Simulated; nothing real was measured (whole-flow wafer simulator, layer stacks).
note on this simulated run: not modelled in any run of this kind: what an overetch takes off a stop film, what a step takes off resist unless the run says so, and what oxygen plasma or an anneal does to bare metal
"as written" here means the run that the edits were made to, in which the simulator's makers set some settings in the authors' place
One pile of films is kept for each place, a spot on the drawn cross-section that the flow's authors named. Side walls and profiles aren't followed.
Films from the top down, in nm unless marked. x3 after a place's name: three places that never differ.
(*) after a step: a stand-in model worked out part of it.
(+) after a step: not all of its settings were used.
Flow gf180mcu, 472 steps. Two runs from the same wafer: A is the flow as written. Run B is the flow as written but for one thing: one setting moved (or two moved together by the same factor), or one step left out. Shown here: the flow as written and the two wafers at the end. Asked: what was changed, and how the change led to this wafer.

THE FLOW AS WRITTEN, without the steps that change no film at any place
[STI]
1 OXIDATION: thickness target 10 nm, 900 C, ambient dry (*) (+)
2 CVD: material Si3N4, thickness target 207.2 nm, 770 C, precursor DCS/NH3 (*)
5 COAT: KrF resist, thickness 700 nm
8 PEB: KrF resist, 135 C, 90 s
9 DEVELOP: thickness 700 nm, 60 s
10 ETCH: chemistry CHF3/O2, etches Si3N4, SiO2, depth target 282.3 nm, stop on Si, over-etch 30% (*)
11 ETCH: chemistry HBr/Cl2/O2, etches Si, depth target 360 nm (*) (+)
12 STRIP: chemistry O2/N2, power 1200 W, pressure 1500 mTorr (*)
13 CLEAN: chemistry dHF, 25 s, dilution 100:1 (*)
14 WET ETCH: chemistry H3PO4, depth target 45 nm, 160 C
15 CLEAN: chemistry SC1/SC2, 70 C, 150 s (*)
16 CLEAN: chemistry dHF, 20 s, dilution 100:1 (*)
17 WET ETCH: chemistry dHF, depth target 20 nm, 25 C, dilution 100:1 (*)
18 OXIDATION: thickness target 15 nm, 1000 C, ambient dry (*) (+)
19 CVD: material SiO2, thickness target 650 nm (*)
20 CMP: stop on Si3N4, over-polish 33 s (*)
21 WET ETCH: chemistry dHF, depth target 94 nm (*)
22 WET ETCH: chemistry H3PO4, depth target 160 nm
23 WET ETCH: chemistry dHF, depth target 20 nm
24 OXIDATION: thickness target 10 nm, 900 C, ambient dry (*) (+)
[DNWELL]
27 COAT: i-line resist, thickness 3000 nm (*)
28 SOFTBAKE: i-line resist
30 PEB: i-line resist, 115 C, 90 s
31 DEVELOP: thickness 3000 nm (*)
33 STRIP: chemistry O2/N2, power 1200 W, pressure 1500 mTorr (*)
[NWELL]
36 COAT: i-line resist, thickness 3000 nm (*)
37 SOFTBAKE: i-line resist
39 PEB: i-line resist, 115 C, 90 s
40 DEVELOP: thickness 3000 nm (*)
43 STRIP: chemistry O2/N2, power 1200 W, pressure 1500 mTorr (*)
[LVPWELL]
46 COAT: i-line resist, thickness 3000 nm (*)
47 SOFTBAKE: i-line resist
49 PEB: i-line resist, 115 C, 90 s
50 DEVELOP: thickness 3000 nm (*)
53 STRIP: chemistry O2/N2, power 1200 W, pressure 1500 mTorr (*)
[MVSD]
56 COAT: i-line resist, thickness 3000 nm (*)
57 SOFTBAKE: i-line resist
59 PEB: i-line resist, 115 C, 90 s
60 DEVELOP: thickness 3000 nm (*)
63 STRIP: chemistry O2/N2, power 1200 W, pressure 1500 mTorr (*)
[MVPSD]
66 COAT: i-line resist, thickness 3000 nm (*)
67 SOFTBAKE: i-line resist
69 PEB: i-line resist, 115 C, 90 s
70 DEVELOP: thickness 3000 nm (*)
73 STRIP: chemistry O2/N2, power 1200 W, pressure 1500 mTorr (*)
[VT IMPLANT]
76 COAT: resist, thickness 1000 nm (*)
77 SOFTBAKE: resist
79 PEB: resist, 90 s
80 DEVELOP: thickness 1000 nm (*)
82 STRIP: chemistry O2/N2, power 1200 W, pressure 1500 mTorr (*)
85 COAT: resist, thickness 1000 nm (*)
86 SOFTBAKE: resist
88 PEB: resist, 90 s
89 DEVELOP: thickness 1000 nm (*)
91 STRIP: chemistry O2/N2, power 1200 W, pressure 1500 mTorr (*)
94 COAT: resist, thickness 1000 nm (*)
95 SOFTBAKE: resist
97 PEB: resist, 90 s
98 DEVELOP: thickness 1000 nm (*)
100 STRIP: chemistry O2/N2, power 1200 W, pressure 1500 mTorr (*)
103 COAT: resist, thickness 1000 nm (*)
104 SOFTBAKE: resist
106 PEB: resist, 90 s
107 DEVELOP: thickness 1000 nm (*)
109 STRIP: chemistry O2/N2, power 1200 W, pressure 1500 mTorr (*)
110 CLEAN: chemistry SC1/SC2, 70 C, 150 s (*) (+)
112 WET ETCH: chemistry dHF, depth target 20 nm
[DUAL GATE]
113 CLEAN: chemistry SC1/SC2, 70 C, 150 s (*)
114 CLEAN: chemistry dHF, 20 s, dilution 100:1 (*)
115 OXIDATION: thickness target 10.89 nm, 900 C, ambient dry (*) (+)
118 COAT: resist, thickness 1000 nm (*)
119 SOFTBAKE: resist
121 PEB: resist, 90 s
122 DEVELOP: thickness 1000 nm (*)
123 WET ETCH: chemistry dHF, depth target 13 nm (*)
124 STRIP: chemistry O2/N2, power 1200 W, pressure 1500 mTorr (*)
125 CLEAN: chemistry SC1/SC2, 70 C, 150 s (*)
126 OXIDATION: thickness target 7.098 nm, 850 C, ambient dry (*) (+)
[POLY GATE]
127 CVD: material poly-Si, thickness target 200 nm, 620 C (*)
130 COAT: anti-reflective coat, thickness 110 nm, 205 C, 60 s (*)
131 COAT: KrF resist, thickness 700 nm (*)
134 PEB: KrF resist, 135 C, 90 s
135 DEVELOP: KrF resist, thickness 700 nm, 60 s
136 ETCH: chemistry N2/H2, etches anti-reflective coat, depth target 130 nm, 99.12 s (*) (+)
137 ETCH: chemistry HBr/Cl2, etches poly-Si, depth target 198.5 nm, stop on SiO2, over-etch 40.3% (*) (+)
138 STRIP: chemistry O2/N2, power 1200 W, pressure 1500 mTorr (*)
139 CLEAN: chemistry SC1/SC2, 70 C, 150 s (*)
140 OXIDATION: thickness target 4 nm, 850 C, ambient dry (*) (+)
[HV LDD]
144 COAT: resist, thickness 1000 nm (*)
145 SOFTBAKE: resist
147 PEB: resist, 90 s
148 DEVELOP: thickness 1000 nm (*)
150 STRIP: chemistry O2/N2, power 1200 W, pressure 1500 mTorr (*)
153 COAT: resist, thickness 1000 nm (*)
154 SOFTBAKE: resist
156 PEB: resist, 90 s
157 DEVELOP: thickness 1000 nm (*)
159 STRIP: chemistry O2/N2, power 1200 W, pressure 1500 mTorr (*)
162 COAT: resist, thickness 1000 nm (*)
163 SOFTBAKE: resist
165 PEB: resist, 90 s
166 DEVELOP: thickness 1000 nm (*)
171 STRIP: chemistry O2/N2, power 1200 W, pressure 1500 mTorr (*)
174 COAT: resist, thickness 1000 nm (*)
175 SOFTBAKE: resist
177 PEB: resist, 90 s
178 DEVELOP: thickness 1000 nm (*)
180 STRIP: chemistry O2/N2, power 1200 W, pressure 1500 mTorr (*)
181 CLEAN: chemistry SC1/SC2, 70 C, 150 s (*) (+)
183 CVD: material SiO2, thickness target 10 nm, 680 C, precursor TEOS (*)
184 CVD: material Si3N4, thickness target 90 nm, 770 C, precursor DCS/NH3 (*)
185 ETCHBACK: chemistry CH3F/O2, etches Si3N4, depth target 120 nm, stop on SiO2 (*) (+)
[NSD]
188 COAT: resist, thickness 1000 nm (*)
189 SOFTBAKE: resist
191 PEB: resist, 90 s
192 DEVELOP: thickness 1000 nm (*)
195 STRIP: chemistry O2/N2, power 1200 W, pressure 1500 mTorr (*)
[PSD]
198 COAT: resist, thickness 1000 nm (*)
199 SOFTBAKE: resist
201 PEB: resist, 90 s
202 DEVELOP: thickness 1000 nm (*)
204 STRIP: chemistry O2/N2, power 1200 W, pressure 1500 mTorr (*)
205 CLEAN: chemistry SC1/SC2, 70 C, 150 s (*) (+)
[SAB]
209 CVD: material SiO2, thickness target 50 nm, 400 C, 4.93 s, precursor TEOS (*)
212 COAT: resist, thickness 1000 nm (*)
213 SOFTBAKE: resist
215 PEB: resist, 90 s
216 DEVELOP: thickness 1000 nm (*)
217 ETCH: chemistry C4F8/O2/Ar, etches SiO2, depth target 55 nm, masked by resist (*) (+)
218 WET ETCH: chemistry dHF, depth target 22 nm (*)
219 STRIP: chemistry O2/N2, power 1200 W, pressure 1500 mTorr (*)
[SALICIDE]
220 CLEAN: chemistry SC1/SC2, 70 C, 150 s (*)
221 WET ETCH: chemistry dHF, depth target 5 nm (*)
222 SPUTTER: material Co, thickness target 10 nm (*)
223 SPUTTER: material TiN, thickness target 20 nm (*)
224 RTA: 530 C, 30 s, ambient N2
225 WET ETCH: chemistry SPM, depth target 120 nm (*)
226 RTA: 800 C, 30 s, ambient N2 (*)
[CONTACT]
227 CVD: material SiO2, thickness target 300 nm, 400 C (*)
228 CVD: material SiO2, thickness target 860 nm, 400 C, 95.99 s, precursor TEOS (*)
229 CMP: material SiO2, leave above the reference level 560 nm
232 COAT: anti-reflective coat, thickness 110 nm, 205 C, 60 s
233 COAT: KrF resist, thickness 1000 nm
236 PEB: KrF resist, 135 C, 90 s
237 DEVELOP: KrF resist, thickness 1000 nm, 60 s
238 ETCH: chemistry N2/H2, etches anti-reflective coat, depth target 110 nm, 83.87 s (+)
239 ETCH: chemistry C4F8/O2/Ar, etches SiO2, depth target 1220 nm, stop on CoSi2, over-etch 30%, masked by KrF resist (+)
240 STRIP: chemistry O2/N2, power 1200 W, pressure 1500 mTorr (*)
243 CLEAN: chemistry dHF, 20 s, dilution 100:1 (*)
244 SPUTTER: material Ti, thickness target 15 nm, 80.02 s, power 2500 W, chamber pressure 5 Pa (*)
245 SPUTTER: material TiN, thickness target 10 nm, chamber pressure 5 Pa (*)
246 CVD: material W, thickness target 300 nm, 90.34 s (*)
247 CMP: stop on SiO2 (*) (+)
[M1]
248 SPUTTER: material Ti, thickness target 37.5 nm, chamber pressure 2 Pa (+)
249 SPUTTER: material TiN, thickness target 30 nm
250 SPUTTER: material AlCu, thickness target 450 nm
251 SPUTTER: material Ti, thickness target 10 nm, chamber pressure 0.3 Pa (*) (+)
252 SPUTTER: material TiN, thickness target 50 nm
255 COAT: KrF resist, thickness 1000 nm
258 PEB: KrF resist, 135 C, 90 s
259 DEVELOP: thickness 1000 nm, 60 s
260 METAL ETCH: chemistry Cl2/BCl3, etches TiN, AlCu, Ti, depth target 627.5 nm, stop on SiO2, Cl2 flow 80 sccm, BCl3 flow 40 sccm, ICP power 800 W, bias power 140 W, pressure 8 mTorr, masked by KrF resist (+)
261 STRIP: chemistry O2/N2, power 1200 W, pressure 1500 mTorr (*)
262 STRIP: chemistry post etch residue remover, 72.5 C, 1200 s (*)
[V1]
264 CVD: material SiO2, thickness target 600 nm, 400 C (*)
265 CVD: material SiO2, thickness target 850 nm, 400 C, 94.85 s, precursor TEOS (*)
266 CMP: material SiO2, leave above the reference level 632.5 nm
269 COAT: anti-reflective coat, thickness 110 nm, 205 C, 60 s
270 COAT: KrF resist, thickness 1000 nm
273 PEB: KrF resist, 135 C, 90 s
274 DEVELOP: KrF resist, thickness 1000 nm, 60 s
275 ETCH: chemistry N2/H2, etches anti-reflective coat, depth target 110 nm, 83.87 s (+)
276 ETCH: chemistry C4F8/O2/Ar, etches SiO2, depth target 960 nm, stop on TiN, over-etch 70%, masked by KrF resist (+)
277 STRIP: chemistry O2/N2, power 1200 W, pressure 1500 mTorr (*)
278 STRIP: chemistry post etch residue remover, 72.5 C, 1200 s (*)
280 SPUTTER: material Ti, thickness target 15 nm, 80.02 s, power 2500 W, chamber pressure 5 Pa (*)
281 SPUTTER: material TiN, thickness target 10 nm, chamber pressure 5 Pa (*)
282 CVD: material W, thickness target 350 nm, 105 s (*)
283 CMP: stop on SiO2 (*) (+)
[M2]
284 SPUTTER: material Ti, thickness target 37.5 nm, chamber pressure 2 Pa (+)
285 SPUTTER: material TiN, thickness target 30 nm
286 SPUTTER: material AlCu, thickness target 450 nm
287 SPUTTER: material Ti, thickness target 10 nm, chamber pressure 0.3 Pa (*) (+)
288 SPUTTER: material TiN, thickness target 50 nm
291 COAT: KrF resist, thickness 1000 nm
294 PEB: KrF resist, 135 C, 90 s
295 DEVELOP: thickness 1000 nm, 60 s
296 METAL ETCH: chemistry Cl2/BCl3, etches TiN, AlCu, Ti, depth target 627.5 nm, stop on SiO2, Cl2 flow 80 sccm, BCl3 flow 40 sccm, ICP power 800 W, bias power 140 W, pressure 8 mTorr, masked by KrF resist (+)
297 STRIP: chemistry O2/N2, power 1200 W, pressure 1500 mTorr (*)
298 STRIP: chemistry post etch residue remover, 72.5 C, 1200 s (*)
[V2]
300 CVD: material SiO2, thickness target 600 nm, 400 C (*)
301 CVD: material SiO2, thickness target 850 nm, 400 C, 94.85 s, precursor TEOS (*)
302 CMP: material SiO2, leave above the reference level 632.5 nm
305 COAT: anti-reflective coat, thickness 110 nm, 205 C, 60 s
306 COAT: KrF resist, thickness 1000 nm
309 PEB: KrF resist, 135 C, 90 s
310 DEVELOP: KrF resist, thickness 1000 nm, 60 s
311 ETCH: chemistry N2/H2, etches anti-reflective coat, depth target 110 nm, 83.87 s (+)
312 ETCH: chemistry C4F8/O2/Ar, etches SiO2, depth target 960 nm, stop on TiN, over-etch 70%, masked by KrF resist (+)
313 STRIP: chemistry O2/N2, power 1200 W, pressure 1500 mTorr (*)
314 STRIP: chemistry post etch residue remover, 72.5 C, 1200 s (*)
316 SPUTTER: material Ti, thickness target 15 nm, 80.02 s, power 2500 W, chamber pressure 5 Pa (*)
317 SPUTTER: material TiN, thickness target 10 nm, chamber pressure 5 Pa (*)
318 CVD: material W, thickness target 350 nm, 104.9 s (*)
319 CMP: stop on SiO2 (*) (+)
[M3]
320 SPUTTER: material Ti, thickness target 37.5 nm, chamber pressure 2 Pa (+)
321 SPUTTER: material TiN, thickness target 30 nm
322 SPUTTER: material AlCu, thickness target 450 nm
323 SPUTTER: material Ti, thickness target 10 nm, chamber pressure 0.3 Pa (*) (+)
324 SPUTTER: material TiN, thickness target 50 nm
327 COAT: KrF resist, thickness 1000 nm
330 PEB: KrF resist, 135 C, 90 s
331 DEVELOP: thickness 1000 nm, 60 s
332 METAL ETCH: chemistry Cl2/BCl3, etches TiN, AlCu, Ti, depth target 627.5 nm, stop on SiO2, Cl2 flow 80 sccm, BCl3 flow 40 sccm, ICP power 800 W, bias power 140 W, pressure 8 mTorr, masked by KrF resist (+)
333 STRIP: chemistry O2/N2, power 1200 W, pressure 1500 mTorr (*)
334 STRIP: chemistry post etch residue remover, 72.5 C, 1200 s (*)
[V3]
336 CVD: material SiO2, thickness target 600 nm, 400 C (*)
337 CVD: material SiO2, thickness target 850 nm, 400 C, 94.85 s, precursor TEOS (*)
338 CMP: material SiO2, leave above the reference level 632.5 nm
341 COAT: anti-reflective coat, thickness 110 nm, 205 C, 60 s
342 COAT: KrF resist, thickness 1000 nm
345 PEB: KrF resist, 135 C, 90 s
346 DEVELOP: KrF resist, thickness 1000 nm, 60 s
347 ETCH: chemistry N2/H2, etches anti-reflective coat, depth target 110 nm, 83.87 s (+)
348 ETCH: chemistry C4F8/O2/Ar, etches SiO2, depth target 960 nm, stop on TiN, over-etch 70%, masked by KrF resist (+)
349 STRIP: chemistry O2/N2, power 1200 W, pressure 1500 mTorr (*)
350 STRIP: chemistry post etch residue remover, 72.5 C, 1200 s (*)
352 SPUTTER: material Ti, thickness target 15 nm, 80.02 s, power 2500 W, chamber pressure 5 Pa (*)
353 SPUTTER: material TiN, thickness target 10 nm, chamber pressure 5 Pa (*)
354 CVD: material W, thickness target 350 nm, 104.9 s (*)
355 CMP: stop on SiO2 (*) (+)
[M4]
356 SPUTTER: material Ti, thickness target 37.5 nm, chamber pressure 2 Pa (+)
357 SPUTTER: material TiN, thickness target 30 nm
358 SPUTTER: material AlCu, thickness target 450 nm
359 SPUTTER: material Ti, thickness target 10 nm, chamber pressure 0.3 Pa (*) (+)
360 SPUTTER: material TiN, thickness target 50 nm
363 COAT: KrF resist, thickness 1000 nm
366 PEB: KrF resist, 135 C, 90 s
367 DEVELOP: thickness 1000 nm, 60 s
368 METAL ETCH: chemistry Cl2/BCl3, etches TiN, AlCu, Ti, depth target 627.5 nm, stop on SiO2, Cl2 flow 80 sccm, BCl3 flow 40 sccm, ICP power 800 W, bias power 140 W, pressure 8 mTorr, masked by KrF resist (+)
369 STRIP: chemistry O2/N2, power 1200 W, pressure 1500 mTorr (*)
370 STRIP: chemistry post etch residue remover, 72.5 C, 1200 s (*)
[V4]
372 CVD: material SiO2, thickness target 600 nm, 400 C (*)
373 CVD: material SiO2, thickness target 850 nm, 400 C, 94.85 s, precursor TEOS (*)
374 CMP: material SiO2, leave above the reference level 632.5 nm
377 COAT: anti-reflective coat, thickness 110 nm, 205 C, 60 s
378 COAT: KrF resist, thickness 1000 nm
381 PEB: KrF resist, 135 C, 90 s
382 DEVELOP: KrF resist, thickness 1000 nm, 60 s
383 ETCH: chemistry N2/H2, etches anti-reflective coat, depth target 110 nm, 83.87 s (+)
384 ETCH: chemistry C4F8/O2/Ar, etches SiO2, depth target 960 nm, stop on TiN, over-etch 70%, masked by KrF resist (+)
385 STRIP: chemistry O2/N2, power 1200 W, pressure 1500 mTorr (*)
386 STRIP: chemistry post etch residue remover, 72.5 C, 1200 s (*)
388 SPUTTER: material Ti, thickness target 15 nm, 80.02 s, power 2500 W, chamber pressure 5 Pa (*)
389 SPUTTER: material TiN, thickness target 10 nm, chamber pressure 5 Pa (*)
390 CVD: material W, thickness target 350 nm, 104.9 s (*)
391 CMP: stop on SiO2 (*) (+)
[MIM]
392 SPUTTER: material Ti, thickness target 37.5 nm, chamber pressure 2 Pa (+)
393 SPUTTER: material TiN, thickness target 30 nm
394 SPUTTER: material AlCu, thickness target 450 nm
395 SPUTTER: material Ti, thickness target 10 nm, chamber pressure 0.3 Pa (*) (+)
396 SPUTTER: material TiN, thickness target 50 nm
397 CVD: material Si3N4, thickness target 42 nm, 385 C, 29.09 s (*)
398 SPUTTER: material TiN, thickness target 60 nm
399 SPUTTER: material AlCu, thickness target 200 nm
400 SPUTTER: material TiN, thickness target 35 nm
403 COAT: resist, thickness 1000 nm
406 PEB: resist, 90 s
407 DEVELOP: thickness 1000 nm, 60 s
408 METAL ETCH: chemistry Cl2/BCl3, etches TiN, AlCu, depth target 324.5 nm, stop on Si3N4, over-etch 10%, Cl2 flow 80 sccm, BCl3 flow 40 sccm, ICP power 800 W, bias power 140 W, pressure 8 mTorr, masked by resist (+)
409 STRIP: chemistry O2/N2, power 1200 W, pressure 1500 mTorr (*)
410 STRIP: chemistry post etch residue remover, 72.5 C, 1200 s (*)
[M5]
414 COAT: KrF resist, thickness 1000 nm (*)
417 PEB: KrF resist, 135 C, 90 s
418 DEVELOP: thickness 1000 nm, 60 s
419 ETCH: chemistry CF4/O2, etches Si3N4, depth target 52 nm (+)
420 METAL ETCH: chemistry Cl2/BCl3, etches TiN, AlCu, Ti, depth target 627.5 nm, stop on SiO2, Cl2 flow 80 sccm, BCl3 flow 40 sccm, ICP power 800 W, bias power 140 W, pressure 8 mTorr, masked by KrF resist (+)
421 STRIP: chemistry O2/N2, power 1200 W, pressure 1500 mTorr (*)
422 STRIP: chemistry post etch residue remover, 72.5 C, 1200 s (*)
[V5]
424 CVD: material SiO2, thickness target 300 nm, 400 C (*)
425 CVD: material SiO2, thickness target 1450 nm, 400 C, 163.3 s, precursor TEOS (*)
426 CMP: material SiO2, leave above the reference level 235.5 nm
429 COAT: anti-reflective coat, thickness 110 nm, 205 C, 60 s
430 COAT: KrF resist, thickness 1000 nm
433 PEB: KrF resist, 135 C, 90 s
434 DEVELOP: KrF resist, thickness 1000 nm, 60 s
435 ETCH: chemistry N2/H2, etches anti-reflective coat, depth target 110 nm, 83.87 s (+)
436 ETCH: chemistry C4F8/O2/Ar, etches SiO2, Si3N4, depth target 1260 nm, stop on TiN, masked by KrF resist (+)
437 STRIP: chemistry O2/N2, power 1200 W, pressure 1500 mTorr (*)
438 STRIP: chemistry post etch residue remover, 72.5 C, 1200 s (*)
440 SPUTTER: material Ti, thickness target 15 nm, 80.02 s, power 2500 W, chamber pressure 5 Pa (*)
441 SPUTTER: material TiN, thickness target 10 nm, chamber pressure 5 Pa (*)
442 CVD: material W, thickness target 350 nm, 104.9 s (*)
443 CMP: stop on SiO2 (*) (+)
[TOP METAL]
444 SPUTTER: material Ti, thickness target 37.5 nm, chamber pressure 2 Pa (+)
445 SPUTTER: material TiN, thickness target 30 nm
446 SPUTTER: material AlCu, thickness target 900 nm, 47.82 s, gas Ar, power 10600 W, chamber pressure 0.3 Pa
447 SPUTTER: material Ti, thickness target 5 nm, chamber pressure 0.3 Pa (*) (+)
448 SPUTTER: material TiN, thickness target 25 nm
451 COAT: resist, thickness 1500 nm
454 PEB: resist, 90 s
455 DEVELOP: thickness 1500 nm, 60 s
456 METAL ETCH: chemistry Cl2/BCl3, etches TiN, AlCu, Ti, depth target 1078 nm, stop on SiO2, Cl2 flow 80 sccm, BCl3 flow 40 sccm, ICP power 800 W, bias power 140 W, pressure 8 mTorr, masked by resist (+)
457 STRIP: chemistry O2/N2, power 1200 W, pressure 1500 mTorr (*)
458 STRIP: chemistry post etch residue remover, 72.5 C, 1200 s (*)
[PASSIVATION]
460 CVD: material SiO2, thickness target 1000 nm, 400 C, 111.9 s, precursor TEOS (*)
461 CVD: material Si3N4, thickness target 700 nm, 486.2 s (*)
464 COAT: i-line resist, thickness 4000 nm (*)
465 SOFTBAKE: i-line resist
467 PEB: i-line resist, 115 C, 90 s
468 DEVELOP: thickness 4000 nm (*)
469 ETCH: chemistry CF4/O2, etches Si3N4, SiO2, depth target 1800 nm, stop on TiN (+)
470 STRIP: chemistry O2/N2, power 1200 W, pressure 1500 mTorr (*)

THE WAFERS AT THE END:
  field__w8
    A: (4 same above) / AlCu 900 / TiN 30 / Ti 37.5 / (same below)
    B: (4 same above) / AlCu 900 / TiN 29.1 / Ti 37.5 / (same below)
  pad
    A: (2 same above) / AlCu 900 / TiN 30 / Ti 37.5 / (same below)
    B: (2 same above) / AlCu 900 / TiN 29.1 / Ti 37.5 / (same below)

The cause: step 445, SPUTTER: thickness target 29.1 nm was run, where the flow has thickness target 30 nm.
It can be read off the wafer: field__w8 has TiN 29.1, and step 445 as written asks for 30 nm.

How the change led to this, step by step:
  445 SPUTTER: material TiN, thickness target 30 nm
      field, field__w1, field__w2 and 109 more: A TiN +30 (new film) | B TiN +29.1 (new film)
  456 METAL ETCH: chemistry Cl2/BCl3, etches TiN, AlCu, Ti, depth target 1078 nm, stop on SiO2, Cl2 flow 80 sccm, BCl3 flow 40 sccm, ICP power 800 W, bias power 140 W, pressure 8 mTorr, masked by resist (+)
      field, field__w1, field__w2 and 103 more: A TiN -25 (all of it), Ti -5 (all of it), AlCu -900 (all of it), TiN -30 (all of it), Ti -37.5 (all of it) | B TiN -25 (all of it), Ti -5 (all of it), AlCu -900 (all of it), TiN -29.1 (all of it), Ti -37.5 (all of it)
